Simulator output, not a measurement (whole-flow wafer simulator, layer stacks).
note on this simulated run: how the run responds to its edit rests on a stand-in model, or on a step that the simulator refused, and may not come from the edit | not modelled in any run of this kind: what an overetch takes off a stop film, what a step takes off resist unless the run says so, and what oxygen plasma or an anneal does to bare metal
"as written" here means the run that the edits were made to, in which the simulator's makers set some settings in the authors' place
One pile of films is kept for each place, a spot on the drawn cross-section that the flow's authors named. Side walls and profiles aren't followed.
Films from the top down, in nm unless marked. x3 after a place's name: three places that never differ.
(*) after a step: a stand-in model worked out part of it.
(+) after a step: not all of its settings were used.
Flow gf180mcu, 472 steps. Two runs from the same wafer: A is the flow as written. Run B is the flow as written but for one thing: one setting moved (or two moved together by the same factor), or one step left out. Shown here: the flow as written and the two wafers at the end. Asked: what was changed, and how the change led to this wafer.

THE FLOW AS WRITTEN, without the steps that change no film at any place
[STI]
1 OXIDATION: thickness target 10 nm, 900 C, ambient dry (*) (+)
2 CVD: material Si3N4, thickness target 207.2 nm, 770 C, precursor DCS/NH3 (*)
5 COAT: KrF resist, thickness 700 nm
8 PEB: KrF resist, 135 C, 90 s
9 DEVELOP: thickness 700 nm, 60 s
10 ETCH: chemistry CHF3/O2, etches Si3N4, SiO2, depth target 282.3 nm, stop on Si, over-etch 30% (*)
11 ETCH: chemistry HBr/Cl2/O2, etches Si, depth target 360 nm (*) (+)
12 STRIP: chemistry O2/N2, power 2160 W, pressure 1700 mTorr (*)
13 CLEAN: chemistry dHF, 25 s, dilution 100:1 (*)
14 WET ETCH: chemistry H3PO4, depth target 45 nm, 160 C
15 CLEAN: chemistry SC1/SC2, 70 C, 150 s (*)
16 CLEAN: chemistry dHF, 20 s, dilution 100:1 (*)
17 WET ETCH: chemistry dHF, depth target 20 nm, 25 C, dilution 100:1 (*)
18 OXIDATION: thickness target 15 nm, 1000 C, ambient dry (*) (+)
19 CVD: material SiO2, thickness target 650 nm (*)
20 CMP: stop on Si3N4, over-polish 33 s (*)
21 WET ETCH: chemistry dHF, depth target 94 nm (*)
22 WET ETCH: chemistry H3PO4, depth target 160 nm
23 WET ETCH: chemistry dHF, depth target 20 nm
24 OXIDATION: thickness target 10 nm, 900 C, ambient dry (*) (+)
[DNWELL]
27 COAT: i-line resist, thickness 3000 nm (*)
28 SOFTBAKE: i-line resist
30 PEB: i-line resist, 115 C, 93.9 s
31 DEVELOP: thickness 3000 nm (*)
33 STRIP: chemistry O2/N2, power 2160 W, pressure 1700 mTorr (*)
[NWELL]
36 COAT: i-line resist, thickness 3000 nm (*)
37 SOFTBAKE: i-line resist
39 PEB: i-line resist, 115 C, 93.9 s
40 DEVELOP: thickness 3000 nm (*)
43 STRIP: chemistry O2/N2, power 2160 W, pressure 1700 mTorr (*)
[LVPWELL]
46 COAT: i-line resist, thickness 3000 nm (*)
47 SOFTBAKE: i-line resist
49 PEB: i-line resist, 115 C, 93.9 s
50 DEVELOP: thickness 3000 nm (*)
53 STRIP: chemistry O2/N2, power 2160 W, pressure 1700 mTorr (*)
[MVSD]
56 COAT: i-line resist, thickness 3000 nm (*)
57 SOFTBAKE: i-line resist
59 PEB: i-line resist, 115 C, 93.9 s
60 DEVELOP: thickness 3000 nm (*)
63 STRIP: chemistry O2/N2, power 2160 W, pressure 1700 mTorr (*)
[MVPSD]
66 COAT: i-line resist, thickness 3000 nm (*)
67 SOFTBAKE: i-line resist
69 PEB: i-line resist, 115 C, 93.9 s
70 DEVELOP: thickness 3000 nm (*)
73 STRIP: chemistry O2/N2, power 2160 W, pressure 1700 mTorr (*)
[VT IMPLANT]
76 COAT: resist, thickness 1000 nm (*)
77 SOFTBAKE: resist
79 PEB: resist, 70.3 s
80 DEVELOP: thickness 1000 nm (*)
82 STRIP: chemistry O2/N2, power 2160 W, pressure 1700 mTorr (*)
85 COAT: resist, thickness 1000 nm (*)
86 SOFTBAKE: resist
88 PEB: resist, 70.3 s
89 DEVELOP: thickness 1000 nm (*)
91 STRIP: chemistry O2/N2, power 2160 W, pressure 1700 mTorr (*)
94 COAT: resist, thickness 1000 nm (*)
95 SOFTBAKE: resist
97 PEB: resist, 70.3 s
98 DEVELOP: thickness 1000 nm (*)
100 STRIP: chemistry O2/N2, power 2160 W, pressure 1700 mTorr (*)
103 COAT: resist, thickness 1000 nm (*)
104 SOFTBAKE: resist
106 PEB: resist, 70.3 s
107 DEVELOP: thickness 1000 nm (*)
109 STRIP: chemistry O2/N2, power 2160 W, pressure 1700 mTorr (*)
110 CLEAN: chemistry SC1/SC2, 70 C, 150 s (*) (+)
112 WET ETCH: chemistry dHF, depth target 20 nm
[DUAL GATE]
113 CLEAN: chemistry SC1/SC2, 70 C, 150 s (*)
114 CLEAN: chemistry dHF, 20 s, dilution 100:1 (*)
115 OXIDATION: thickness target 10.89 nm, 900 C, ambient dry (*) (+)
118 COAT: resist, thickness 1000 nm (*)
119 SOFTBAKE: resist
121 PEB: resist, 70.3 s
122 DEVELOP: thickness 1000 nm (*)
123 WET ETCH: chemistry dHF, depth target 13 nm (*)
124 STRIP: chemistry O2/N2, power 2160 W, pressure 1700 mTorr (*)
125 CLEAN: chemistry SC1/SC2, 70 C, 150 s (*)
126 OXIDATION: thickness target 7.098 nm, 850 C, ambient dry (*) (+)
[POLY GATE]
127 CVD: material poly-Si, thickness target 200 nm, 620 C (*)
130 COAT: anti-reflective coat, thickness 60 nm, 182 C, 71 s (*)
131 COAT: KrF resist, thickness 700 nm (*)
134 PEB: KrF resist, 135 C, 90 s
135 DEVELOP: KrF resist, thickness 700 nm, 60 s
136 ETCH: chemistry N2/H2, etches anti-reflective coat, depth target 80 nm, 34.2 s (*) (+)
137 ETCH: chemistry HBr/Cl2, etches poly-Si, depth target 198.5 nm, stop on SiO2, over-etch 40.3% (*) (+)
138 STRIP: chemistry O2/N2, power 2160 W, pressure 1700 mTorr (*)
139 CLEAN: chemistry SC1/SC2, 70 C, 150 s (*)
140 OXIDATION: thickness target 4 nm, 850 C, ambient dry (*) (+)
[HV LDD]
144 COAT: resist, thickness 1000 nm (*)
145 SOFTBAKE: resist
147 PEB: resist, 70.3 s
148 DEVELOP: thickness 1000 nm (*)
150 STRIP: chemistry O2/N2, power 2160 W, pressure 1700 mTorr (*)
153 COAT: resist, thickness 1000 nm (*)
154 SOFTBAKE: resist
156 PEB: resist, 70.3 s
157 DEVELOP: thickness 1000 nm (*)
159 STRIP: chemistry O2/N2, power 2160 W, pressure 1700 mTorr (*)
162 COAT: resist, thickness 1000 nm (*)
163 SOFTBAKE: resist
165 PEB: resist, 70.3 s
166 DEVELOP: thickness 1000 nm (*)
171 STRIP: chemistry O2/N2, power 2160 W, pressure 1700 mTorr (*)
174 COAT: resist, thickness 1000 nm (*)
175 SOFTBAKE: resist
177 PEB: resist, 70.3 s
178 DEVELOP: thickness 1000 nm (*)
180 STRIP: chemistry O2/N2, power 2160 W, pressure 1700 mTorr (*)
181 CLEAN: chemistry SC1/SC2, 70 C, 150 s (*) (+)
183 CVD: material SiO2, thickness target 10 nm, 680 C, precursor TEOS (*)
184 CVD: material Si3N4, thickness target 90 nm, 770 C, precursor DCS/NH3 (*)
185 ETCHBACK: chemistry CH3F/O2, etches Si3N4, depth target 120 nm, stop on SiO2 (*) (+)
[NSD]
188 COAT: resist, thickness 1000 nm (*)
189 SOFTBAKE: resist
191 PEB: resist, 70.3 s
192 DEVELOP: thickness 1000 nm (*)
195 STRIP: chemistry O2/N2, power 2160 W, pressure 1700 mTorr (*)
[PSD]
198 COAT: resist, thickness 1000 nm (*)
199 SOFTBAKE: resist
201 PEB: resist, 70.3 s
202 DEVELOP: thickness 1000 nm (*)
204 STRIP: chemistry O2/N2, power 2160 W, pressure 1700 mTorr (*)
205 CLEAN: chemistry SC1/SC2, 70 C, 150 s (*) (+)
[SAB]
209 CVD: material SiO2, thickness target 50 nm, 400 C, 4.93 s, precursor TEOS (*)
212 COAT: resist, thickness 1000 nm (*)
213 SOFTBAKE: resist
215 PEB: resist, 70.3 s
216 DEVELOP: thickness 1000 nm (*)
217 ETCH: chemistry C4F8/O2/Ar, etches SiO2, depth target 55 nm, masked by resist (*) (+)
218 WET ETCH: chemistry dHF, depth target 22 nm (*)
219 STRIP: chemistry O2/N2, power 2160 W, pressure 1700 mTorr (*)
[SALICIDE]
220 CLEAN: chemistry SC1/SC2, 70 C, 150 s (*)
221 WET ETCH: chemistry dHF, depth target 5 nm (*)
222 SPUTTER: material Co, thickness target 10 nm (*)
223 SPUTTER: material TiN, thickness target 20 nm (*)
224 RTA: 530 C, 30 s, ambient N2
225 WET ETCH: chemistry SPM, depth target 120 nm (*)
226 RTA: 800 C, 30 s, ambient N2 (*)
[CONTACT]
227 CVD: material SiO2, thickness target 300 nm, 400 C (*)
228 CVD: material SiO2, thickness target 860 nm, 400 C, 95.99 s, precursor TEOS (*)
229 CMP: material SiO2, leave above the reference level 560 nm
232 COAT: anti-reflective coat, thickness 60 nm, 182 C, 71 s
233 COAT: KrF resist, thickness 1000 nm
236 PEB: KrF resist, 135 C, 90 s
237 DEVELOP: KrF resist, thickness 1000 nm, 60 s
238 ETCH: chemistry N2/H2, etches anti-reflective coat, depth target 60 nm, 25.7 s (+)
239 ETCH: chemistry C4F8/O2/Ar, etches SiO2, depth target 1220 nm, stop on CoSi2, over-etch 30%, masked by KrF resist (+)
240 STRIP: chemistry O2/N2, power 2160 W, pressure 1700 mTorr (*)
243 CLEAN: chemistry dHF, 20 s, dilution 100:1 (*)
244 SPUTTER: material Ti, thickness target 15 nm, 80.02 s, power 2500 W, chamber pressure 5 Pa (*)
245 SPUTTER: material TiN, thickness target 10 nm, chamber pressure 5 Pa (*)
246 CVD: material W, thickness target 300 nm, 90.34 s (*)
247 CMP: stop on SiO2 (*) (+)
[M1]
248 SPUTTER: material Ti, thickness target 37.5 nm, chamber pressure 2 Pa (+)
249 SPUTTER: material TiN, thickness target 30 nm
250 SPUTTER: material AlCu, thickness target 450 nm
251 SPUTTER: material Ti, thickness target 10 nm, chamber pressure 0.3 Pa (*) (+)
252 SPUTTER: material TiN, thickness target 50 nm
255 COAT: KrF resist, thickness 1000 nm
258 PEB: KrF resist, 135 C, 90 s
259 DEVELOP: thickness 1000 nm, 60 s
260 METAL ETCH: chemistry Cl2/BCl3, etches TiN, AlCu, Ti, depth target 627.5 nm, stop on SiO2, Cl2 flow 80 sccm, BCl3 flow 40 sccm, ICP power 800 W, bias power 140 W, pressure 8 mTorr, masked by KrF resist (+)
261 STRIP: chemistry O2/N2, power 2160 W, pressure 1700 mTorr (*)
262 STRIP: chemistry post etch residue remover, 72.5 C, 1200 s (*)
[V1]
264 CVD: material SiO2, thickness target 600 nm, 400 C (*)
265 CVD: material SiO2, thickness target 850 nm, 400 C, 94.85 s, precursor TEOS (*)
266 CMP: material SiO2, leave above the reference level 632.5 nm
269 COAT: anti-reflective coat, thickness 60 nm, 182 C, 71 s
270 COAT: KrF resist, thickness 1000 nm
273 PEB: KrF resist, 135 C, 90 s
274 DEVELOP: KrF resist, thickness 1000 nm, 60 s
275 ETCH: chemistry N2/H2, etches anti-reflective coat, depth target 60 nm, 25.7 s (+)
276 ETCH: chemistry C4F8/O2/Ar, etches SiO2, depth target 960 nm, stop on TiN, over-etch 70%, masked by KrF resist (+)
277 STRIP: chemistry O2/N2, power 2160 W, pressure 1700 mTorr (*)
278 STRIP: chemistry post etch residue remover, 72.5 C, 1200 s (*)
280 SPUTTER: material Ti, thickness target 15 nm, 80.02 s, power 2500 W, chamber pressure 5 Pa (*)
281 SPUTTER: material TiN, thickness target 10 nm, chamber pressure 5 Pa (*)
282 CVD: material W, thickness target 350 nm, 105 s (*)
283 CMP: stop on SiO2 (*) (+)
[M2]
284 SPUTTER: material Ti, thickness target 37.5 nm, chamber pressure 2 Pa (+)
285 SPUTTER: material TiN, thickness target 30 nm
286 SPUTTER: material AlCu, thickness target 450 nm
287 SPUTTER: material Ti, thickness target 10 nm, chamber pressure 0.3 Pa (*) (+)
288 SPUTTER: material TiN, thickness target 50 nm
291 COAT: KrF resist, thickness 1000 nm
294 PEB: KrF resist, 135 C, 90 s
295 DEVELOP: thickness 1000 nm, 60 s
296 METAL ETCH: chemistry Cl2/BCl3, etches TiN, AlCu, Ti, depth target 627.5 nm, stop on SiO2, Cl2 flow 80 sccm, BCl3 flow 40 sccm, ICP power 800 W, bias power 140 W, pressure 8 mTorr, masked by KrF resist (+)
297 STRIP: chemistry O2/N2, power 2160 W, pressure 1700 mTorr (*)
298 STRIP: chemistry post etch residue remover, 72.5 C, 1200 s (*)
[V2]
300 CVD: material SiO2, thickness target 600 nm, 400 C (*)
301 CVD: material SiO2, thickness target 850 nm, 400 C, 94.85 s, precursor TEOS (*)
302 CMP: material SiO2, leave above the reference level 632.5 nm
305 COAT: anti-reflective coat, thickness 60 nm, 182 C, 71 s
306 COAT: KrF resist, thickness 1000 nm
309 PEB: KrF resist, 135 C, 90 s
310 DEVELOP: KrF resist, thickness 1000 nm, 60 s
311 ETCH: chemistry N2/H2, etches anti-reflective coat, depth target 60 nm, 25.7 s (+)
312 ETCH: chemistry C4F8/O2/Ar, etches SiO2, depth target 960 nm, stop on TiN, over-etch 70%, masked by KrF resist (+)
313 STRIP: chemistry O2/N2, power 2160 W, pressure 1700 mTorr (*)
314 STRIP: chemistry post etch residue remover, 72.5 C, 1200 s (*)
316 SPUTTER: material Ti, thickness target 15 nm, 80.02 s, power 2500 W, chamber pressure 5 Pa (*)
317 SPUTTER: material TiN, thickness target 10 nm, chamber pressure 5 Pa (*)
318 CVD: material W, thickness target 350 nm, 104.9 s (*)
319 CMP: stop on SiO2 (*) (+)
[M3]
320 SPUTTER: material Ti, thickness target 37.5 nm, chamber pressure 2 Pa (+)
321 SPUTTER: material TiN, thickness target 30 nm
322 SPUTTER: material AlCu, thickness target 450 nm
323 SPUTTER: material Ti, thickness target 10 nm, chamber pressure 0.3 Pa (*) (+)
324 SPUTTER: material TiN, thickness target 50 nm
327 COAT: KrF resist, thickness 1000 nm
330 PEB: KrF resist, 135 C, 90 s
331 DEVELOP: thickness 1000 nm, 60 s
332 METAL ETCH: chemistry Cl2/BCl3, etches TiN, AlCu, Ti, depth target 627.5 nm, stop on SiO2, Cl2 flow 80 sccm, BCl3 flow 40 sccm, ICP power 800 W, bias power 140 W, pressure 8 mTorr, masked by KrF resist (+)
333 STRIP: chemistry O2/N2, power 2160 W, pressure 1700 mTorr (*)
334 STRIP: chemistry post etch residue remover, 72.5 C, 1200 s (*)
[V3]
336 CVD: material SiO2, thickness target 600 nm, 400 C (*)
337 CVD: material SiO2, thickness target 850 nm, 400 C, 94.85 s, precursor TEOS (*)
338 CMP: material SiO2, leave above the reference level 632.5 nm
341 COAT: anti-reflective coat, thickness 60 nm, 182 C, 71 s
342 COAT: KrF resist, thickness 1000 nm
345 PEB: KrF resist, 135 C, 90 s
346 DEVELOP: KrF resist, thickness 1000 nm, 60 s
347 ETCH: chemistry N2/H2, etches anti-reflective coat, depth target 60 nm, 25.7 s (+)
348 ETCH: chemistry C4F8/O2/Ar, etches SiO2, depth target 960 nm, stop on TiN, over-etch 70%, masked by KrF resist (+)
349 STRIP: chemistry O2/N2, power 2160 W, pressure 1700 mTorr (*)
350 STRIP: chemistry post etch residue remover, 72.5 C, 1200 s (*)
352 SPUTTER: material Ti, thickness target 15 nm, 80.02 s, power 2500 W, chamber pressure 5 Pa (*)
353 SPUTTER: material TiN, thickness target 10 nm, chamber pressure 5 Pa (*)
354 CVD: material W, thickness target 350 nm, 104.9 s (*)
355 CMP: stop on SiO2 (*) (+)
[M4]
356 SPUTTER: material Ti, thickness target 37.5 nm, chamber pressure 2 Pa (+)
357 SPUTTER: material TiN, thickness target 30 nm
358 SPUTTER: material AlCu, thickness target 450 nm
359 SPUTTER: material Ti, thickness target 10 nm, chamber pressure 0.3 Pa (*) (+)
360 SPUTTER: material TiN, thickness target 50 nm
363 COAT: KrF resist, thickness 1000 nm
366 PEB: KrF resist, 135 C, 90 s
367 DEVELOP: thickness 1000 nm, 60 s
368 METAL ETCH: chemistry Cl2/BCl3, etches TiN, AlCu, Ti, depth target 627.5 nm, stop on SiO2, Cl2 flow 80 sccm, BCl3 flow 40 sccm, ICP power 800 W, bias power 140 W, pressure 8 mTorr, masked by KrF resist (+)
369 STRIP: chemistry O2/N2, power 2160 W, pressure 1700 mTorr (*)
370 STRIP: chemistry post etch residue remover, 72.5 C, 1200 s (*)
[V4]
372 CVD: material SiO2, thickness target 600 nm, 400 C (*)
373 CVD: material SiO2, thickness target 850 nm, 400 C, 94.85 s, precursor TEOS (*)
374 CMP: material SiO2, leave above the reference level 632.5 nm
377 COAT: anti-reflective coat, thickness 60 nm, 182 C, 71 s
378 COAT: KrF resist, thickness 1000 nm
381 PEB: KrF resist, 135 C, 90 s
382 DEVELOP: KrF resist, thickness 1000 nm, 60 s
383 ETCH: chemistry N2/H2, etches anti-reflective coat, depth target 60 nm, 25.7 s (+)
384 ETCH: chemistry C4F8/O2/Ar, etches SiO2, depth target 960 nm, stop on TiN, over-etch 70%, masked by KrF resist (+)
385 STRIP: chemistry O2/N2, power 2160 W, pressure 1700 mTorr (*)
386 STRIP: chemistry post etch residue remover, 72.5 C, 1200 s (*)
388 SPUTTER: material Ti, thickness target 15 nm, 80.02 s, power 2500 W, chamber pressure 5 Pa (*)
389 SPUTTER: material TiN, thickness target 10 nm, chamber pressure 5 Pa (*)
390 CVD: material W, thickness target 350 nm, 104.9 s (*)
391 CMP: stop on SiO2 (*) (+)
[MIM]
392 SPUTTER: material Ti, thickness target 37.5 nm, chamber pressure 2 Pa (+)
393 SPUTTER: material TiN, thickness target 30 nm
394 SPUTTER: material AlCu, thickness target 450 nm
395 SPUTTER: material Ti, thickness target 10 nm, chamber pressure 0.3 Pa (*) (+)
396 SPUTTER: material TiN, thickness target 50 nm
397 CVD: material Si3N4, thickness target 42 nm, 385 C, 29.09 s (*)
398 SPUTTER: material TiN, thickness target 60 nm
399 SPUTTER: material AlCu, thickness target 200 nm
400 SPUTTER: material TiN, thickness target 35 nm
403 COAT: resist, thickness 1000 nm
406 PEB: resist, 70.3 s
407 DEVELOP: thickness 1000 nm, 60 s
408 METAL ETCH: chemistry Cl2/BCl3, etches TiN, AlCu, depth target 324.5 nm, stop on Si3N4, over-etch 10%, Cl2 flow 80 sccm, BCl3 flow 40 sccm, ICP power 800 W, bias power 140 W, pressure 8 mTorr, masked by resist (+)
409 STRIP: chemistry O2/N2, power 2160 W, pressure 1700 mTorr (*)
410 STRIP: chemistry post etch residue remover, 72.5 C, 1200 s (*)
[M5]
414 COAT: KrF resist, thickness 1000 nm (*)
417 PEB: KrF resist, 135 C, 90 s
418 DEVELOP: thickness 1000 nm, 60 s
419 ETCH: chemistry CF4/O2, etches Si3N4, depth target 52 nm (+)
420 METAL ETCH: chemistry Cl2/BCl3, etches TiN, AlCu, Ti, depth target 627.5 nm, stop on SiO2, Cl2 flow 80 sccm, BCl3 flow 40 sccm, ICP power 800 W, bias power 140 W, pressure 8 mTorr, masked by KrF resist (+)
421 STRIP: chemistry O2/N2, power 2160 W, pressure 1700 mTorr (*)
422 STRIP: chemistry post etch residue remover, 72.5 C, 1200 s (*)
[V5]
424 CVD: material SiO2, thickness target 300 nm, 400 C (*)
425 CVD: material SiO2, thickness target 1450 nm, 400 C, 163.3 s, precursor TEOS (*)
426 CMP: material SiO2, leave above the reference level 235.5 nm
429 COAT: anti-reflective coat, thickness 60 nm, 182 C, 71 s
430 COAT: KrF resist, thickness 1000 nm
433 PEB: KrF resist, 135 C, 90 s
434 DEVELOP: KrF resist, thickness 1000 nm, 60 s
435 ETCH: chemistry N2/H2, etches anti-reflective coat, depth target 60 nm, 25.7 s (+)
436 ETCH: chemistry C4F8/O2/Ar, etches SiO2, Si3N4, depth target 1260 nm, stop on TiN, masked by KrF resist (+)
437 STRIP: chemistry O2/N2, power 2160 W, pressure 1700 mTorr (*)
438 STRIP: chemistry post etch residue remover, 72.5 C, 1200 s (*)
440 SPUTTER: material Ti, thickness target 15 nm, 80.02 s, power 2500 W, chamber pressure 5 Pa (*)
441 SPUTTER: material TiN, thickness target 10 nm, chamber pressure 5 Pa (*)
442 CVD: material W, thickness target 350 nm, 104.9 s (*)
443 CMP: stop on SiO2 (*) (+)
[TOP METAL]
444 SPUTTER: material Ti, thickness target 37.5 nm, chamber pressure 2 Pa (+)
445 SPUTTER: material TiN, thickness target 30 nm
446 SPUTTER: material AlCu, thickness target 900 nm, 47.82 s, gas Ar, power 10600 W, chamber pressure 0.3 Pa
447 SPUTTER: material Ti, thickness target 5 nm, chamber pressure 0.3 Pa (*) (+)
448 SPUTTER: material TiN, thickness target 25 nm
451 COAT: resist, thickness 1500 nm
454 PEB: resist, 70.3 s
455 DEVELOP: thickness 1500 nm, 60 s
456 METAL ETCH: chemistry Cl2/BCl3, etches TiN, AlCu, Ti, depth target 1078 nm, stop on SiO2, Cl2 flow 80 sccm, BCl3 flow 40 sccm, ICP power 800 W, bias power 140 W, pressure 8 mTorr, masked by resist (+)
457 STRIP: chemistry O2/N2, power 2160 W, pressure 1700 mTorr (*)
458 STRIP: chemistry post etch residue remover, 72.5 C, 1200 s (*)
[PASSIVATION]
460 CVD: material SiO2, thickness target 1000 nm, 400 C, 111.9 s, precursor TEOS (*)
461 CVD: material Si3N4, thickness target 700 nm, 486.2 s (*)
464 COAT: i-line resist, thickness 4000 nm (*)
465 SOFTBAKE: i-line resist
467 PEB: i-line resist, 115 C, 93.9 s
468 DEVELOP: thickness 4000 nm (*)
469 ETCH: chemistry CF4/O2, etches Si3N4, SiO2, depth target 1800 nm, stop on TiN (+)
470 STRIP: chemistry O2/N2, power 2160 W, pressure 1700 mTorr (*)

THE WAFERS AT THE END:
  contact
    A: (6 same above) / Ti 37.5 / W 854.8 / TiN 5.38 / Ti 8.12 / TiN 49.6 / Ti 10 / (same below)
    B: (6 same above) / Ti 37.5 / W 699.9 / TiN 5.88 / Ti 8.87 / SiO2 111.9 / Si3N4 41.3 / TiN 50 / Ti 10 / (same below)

The cause: step 436, ETCH: depth target 718 nm was run, where the flow has depth target 1260 nm.

How the change led to this, step by step:
  436 ETCH: chemistry C4F8/O2/Ar, etches SiO2, Si3N4, depth target 1260 nm, stop on TiN, masked by KrF resist (+)
      contact: A SiO2 -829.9 (all of it), Si3N4 -41.3 (all of it) | B SiO2 -718
      field, field__w1, field__w2 and 108 more: A KrF resist -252 | B KrF resist -143.6
  437 STRIP: chemistry O2/N2, power 2160 W, pressure 1700 mTorr (*)
      field, field__w1, field__w2 and 108 more: A KrF resist -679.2 (all of it), anti-reflective coat -60 (all of it) | B KrF resist -787.6 (all of it), anti-reflective coat -60 (all of it)
  440 SPUTTER: material Ti, thickness target 15 nm, 80.02 s, power 2500 W, chamber pressure 5 Pa (*)
      contact: A Ti +8.12 (new film) | B Ti +8.87 (new film)
  442 CVD: material W, thickness target 350 nm, 104.9 s (*)
      contact: A W +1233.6 (new film) | B W +1078.7 (new film)
Counting metal films that touch as one body, contact has 2 bodies (between them, from the top down: SiO2 111.9 / Si3N4 41.3); the flow as written gives 1 body.
